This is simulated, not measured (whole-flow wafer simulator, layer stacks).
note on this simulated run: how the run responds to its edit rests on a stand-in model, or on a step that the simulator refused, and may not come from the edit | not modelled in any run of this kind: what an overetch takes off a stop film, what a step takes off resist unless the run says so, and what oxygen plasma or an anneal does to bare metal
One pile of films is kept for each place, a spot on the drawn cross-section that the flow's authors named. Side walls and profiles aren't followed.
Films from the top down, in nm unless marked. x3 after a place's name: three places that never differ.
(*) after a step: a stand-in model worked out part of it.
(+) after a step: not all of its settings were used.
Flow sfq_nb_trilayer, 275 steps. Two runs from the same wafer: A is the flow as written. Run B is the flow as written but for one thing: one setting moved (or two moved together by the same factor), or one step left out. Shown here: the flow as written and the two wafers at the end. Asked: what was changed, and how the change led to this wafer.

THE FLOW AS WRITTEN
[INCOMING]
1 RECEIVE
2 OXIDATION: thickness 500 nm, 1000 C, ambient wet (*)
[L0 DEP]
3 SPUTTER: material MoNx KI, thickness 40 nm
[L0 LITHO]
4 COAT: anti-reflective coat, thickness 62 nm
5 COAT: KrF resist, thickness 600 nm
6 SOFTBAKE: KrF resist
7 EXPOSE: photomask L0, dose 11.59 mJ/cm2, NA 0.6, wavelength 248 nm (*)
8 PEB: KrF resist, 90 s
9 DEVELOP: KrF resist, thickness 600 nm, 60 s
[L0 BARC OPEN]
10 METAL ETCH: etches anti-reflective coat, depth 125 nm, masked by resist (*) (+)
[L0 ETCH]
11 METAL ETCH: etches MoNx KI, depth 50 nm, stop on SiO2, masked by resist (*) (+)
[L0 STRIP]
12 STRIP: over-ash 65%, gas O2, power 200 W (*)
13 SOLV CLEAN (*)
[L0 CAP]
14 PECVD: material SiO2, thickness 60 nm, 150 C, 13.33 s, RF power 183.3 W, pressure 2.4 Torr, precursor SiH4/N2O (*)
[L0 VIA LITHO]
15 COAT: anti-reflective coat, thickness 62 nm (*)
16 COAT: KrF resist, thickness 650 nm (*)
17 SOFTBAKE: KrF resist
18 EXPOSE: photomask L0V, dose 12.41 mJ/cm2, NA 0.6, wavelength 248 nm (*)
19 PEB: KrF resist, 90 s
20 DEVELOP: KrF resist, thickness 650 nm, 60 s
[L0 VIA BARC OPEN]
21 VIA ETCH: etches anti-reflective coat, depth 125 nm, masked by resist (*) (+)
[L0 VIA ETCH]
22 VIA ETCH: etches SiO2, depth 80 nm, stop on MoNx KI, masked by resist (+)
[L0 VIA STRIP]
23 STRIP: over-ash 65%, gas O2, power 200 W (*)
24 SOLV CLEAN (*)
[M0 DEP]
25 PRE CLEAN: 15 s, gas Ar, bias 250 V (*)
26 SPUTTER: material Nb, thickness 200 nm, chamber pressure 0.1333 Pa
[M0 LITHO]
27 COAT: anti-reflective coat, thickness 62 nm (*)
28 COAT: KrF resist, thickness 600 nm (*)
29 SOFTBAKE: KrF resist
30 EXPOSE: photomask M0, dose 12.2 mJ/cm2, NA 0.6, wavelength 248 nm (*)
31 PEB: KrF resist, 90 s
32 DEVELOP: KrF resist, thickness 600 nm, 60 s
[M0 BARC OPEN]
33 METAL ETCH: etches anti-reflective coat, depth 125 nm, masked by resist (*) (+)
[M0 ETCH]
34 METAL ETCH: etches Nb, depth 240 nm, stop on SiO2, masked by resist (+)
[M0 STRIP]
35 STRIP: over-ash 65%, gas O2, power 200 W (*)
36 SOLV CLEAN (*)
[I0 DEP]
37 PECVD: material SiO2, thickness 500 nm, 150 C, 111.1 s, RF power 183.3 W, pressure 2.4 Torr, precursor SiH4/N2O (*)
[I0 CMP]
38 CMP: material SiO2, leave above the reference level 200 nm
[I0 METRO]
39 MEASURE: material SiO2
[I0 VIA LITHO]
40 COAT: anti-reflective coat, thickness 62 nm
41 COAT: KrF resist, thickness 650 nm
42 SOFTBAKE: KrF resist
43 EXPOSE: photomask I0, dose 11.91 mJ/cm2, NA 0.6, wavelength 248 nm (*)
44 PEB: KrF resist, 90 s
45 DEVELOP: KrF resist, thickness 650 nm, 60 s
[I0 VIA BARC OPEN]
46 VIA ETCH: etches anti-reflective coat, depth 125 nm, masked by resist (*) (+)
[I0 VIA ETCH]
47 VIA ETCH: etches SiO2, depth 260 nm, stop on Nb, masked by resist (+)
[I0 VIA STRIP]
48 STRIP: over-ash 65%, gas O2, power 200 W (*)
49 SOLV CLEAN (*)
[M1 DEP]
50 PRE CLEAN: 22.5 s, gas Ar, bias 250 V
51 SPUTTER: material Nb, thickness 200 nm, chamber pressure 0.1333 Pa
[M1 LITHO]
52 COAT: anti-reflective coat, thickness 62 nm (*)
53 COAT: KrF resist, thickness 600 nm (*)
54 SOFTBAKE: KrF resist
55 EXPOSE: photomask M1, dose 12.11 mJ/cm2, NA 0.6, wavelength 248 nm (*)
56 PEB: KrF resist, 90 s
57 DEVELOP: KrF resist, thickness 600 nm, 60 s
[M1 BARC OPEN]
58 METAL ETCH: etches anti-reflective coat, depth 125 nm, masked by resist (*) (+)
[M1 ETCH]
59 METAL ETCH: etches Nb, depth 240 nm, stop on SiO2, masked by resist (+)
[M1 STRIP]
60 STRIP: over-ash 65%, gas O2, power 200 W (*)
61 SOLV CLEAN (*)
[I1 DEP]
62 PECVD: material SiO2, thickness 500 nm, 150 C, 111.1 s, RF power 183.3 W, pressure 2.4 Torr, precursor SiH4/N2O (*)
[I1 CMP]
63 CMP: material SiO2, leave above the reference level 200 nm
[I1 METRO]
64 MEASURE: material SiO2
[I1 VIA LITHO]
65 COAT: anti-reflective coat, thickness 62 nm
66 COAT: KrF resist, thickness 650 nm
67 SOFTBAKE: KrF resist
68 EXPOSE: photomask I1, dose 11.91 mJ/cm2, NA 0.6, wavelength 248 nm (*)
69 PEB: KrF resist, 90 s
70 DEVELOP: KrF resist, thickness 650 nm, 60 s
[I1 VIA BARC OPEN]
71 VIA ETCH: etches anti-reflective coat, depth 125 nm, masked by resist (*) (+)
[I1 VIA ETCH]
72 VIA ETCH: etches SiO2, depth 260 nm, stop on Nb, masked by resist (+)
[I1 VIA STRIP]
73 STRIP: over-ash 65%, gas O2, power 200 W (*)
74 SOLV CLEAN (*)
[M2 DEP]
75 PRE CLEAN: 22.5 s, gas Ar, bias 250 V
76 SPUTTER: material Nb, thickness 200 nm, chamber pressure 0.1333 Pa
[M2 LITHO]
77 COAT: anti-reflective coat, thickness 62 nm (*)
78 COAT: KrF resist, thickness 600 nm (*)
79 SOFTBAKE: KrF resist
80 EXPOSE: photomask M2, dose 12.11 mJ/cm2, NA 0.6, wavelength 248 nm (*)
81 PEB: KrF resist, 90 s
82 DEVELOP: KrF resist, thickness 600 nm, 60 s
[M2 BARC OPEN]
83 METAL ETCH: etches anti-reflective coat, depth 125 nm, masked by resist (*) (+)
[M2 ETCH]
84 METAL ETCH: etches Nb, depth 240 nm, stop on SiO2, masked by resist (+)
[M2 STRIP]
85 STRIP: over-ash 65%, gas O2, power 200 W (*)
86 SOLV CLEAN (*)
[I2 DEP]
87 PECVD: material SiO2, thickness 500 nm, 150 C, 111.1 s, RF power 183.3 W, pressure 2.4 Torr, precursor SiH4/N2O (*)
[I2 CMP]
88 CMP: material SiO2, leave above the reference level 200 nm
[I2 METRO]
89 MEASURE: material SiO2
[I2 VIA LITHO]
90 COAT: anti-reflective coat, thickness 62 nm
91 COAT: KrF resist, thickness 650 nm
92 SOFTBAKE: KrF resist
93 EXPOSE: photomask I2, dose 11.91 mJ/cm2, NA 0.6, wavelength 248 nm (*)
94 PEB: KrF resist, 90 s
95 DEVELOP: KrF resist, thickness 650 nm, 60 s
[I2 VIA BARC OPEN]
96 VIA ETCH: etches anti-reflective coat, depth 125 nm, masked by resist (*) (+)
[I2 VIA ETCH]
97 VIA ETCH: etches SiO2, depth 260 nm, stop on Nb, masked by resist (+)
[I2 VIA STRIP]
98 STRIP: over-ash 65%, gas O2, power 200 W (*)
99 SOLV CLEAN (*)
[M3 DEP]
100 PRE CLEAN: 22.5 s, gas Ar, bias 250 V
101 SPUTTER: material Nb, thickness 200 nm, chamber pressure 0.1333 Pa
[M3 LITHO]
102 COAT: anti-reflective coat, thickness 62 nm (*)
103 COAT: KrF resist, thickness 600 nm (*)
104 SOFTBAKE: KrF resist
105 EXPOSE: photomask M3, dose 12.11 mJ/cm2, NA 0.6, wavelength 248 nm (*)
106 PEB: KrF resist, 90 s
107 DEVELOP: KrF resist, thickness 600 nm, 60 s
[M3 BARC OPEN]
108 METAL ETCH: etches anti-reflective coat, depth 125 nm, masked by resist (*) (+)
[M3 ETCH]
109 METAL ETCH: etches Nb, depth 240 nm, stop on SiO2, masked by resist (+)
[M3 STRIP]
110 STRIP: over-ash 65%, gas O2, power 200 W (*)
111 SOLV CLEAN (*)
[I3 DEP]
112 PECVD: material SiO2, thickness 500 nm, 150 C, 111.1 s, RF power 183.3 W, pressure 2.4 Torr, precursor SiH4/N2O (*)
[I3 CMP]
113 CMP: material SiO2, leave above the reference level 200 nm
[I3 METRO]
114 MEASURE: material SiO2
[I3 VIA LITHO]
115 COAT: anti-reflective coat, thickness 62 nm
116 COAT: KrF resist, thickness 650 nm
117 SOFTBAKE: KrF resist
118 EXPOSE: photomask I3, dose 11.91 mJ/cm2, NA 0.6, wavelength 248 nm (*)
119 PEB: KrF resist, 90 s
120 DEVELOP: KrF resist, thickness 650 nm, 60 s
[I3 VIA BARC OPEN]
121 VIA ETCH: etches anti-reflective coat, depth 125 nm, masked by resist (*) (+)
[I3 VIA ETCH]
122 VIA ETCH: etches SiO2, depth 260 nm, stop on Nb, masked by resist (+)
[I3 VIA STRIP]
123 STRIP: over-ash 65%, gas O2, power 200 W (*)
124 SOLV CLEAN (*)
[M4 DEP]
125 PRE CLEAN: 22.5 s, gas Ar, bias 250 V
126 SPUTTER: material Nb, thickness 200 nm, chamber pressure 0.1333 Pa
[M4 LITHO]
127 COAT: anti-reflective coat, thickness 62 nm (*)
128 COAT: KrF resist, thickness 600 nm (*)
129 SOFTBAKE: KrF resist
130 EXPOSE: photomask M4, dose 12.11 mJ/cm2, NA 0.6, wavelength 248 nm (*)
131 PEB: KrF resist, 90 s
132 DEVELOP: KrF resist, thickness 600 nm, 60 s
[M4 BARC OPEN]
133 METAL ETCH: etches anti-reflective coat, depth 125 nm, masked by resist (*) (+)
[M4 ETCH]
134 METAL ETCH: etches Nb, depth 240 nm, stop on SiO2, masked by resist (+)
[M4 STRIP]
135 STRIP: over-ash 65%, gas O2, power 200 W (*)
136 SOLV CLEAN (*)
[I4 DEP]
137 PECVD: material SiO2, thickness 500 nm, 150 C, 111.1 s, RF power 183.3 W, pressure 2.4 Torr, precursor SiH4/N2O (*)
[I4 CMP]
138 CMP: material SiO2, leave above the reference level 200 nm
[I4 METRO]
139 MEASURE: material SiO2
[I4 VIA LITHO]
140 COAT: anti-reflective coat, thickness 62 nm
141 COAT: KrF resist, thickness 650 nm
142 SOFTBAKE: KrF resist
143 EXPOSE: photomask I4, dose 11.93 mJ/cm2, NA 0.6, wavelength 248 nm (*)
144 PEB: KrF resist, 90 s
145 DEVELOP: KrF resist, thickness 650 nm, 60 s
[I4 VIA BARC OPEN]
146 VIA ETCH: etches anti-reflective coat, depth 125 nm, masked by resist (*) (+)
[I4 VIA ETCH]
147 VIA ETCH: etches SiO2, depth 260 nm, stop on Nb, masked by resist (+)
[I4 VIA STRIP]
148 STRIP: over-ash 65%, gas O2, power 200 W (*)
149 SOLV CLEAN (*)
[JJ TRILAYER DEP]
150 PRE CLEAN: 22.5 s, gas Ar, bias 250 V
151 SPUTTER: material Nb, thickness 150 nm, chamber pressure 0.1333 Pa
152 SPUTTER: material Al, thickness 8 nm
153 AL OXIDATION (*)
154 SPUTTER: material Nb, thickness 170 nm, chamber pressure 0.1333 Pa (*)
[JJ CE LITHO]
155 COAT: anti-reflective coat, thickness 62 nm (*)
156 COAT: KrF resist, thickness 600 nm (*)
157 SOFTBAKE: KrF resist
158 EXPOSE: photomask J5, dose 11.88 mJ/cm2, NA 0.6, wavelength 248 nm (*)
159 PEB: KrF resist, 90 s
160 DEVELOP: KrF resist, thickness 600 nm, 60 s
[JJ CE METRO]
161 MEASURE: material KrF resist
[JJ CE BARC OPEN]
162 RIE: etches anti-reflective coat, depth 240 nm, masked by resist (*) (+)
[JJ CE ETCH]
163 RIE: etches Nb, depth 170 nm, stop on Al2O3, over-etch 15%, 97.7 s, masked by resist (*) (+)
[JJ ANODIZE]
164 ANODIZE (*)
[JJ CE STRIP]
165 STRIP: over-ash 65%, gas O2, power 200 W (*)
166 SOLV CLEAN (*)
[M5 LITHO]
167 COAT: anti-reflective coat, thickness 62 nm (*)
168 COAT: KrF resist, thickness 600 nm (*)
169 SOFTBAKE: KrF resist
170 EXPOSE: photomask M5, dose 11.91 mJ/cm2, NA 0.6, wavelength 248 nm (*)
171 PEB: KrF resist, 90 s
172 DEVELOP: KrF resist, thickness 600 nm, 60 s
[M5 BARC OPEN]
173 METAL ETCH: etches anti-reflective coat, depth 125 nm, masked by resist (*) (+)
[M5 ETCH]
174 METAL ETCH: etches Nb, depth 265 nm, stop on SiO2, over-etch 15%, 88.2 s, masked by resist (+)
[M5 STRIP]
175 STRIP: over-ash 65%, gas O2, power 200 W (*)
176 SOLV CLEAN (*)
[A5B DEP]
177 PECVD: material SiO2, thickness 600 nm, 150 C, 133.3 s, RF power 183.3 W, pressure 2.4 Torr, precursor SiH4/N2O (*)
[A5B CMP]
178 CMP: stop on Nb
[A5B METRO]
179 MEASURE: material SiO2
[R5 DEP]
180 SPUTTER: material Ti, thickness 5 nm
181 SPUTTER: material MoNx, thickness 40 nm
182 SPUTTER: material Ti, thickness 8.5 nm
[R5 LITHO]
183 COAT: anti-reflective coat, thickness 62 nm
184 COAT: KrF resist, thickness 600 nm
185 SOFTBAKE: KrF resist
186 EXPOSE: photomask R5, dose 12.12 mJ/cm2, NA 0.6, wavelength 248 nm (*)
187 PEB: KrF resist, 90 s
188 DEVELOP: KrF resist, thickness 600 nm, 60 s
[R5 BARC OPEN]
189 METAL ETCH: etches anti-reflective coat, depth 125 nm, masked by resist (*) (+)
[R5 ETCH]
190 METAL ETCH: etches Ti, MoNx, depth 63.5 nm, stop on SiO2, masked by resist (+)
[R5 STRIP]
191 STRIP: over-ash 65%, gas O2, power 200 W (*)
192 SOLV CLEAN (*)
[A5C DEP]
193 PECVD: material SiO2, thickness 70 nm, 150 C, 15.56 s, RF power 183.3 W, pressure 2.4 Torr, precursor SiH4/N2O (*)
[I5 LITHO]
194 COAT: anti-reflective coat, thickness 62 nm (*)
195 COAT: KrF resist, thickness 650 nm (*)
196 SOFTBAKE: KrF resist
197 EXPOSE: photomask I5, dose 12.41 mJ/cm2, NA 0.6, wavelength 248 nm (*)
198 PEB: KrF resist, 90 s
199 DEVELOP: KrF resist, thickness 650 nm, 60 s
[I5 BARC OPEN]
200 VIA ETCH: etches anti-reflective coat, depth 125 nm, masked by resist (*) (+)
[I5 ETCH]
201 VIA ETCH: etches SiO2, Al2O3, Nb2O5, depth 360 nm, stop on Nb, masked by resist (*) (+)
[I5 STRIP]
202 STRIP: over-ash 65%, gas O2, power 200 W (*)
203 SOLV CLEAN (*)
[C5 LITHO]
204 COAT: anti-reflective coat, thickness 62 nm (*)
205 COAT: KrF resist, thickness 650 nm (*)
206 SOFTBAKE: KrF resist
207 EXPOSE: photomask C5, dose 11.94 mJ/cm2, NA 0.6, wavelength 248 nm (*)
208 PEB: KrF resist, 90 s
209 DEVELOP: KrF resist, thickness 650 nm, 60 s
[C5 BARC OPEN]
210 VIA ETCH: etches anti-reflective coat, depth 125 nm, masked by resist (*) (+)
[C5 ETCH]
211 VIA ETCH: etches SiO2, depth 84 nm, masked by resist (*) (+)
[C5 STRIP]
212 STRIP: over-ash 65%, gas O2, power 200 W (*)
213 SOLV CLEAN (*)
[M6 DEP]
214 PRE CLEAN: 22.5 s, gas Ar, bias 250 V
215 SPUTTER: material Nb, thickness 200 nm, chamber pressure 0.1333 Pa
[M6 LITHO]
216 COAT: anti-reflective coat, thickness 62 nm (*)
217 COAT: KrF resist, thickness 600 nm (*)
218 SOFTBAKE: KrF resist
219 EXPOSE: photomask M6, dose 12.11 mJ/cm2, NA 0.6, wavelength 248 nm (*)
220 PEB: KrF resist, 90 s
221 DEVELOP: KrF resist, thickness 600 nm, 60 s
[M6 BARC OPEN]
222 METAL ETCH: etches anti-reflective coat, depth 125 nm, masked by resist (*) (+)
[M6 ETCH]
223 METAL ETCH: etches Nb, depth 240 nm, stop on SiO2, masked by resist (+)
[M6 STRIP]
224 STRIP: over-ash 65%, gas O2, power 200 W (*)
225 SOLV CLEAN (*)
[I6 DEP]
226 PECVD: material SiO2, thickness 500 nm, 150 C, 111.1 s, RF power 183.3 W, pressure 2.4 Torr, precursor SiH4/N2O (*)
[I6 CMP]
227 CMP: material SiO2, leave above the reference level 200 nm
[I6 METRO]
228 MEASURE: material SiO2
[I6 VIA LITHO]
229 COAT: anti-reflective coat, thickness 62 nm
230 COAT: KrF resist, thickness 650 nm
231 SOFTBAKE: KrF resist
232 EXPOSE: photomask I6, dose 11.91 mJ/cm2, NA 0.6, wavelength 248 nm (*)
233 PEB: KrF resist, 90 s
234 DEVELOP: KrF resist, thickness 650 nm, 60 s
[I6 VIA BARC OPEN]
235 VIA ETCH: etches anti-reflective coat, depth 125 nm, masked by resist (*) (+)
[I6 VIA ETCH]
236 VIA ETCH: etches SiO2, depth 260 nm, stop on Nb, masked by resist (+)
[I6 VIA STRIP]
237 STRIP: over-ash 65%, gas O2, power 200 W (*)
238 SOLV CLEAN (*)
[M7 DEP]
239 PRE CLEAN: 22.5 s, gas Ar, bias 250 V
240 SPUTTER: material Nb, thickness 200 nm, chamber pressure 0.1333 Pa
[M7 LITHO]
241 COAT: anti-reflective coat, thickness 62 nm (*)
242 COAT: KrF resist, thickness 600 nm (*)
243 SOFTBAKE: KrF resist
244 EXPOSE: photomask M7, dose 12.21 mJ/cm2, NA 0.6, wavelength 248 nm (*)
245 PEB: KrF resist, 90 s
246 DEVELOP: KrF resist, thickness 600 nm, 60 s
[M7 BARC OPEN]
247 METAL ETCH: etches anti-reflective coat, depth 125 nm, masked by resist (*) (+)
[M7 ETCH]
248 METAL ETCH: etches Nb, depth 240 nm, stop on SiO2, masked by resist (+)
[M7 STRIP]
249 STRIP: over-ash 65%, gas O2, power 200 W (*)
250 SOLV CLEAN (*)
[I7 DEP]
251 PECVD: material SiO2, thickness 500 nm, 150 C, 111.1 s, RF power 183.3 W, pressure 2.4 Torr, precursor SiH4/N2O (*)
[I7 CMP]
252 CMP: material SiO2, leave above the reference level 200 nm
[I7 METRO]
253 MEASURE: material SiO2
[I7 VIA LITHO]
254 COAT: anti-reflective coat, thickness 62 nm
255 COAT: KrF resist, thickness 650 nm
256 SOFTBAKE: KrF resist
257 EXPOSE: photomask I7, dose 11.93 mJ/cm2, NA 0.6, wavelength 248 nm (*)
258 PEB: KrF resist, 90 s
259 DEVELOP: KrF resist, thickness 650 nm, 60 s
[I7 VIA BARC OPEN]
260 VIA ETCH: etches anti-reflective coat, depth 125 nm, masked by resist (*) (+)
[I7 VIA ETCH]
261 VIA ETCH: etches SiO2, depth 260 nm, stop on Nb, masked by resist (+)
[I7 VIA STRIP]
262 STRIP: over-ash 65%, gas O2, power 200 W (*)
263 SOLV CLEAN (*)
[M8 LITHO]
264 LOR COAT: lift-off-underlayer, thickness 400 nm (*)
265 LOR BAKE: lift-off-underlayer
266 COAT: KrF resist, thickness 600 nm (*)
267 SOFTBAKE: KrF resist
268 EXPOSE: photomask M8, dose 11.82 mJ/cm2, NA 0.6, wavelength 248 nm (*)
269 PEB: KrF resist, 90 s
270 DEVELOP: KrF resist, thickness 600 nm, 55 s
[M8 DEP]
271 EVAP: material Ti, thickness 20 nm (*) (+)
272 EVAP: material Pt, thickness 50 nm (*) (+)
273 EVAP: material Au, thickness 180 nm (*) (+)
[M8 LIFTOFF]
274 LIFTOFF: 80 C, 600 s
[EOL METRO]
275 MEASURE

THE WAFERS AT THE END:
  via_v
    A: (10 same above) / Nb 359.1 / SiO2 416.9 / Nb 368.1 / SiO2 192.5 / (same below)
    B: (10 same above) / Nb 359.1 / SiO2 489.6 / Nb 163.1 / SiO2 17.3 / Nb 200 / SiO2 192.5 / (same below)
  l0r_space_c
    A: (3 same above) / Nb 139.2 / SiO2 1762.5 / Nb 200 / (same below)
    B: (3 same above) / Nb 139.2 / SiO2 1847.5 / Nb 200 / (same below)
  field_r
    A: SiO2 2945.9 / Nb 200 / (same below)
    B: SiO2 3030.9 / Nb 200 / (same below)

The cause: step 63, CMP: leave above the reference level 285 nm was run, where the flow has leave above the reference level 200 nm.

How the change led to this, step by step:
  63 CMP: material SiO2, leave above the reference level 200 nm
      field_l, be, be_sur and 72 more: A SiO2 -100 | B SiO2 -15
      v_sur, via_wl, via_wr and 20 more: A SiO2 -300 | B SiO2 -215
      (and at 8 more places)
  72 VIA ETCH: etches SiO2, depth 260 nm, stop on Nb, masked by resist (+)
      via_v: A SiO2 -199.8 (all of it) | B SiO2 -260
  75 PRE CLEAN: 22.5 s, gas Ar, bias 250 V
      via_v: A Nb -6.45 | B SiO2 -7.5
  76 SPUTTER: material Nb, thickness 200 nm, chamber pressure 0.1333 Pa
      via_v: A Nb +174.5 | B Nb +163.1 (new film)
  77 COAT: anti-reflective coat, thickness 62 nm (*)
      via_sp: A anti-reflective coat +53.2 (new film) | B anti-reflective coat +51.9 (new film)
      via_v: A anti-reflective coat +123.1 (new film) | B anti-reflective coat +136.1 (new film)
      (and at 1 more place)
  78 COAT: KrF resist, thickness 600 nm (*)
      via_v: A KrF resist +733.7 (new film) | B KrF resist +783.4 (new film)
  85 STRIP: over-ash 65%, gas O2, power 200 W (*)
      via_sp: A KrF resist -374.4 (all of it), anti-reflective coat -53.2 (all of it) | B KrF resist -370.4 (all of it), anti-reflective coat -51.9 (all of it)
      via_v: A KrF resist -515.8 (all of it), anti-reflective coat -123.1 (all of it) | B KrF resist -565.3 (all of it), anti-reflective coat -136.1 (all of it)
      (and at 1 more place)
  87 PECVD: material SiO2, thickness 500 nm, 150 C, 111.1 s, RF power 183.3 W, pressure 2.4 Torr, precursor SiH4/N2O (*)
      via_v: A SiO2 +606 (new film) | B SiO2 +678.7 (new film)
Counting metal films that touch as one body, via_v has 7 bodies (between them, from the top down: SiO2 437.8; SiO2 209 / Al2O3 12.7 / Nb2O5 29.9; SiO2 425.9; SiO2 489.6; SiO2 17.3; SiO2 192.5); the flow as written gives 6 bodies (between them, from the top down: SiO2 437.8; SiO2 209 / Al2O3 12.7 / Nb2O5 29.9; SiO2 425.9; SiO2 416.9; SiO2 192.5).
